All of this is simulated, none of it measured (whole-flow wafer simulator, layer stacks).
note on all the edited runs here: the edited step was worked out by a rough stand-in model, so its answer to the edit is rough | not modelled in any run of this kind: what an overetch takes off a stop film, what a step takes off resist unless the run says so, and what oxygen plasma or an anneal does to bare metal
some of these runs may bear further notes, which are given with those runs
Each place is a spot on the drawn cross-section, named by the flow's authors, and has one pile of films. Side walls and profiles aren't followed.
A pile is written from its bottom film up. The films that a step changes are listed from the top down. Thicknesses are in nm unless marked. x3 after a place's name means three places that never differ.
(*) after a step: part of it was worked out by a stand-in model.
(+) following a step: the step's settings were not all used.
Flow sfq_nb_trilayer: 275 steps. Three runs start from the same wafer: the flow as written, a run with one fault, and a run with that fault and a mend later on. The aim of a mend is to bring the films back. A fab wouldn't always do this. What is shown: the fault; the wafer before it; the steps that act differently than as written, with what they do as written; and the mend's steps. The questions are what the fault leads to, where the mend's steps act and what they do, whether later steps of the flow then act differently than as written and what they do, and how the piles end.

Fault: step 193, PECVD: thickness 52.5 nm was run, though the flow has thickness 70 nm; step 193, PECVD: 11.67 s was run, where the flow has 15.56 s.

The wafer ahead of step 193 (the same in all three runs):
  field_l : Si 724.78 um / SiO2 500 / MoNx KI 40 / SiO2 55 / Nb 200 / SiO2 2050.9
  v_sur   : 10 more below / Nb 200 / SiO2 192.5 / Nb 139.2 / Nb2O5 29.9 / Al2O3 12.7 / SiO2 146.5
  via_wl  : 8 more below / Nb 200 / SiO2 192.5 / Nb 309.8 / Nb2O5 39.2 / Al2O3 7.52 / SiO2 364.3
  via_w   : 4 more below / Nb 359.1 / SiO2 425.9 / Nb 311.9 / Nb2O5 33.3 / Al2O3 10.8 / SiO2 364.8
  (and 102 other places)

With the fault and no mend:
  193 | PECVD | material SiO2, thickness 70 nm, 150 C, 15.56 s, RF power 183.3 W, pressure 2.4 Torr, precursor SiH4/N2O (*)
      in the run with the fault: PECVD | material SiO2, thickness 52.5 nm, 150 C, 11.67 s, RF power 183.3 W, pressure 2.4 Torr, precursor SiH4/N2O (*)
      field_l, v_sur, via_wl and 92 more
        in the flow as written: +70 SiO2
        in the run with the fault: +52.5 SiO2
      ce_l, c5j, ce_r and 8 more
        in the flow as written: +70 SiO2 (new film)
        in the run with the fault: +52.5 SiO2 (new film)
  Steps further on in the flow that do not act as written (11 more steps, not shown, differ only slightly: by at most 2% or 0.5 nm, whichever is larger):
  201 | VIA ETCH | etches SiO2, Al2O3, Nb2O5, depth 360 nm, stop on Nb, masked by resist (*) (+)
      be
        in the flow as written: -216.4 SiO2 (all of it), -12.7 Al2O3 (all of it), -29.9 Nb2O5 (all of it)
        in the run with the fault: -198.9 SiO2 (all of it), -12.7 Al2O3 (all of it), -29.9 Nb2O5 (all of it)
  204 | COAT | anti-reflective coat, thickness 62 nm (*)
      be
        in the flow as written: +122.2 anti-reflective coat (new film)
        in the run with the fault: +119.4 anti-reflective coat (new film)
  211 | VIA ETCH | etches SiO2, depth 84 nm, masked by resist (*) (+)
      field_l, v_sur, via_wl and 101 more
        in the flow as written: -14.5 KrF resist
        in the run with the fault: -13.5 KrF resist
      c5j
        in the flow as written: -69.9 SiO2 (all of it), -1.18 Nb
        in the run with the fault: -52.4 SiO2 (all of it), -2.18 Nb
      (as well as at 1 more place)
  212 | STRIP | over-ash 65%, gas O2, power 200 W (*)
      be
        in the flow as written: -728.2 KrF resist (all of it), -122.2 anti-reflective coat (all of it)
        in the run with the fault: -716.7 KrF resist (all of it), -119.4 anti-reflective coat (all of it)
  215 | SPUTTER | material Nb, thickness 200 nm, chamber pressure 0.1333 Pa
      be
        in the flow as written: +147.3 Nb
        in the run with the fault: +151.3 Nb
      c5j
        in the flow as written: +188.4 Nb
        in the run with the fault: +193.5 Nb
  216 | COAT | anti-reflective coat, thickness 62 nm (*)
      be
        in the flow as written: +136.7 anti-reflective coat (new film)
        in the run with the fault: +133.3 anti-reflective coat (new film)
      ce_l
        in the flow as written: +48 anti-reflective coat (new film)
        in the run with the fault: +52.4 anti-reflective coat (new film)
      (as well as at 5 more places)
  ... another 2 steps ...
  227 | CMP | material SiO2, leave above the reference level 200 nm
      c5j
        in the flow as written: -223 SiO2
        in the run with the fault: -229.9 SiO2
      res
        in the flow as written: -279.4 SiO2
        in the run with the fault: -300.3 SiO2
  By the end, the piles at v_sur, via_wl, via_w and 32 more depart from the flow's by more than 2% or 0.5 nm, whichever is larger.
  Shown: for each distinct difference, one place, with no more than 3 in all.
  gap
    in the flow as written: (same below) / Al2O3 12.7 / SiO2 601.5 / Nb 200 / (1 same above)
    in the run with the fault: (same below) / Al2O3 12.7 / SiO2 584 / Nb 200 / (1 same above)
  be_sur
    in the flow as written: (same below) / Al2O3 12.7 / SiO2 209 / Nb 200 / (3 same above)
    in the run with the fault: (same below) / Al2O3 12.7 / SiO2 191.5 / Nb 200 / (3 same above)
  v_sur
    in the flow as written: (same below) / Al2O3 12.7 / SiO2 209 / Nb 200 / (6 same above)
    in the run with the fault: (same below) / Al2O3 12.7 / SiO2 191.5 / Nb 200 / (6 same above)

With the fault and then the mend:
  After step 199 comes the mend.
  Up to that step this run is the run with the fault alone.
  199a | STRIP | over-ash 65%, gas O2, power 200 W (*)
      p4_fl x3, p4_w1 x9, p4_g1 x2 and 33 more
        -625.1 KrF resist (all of it), -62 anti-reflective coat (all of it)
      wl_b_m5, wl_b_sr, wl_c_sl and 12 more
        -625 KrF resist (all of it), -62 anti-reflective coat (all of it)
      field_l, v_sur, via_wl, via_w
        -625.7 KrF resist (all of it), -62.2 anti-reflective coat (all of it)
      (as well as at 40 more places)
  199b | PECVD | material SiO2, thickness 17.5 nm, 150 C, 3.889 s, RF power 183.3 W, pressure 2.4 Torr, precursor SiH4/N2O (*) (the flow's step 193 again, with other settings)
      field_l, v_sur, via_wl and 103 more
        +17.5 SiO2
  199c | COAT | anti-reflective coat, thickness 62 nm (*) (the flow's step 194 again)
      p4_fl x3, p4_w1 x9, p4_g1 x2 and 50 more
        +62 anti-reflective coat (new film)
      via_wr, via_sp, via_v, wire, lsp_r, l0_sur, l0v
        +62.3 anti-reflective coat (new film)
      be, be_sur, gap, lsp_m, ln_m6
        +62.4 anti-reflective coat (new film)
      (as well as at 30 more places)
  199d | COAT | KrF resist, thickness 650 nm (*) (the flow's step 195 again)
      p4_fl x3, p4_w1 x9, p4_g1 x2 and 33 more
        +650 KrF resist (new film)
      wl_b_m5, wl_b_sr, wl_c_sl and 12 more
        +649.9 KrF resist (new film)
      v_sur, via_wl, via_w
        +650.6 KrF resist (new film)
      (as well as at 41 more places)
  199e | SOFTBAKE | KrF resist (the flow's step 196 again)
      leaves every film unchanged at each place that is followed
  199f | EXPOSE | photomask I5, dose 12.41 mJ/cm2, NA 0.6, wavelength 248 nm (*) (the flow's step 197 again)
      leaves every film unchanged at each place that is followed
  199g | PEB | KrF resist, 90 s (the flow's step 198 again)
      field_l, v_sur, via_wl and 87 more
        -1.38 KrF resist
      jj_sur, ce_l, sp_r, moat, field_r, wl_jj
        -1.39 KrF resist
      be_r, r_sur, res, r_end
        -1.33 KrF resist
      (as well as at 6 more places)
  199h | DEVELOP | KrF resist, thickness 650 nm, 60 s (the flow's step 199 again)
      field_l, v_sur, via_wl and 102 more
        -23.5 KrF resist
      be
        -649.8 KrF resist (all of it)
  Later steps of the flow that are run all act as written at every place that is followed, up to a difference of at most 2% or 0.5 nm, whichever is larger.
  The piles end the same as the flow's at every place that both follow.
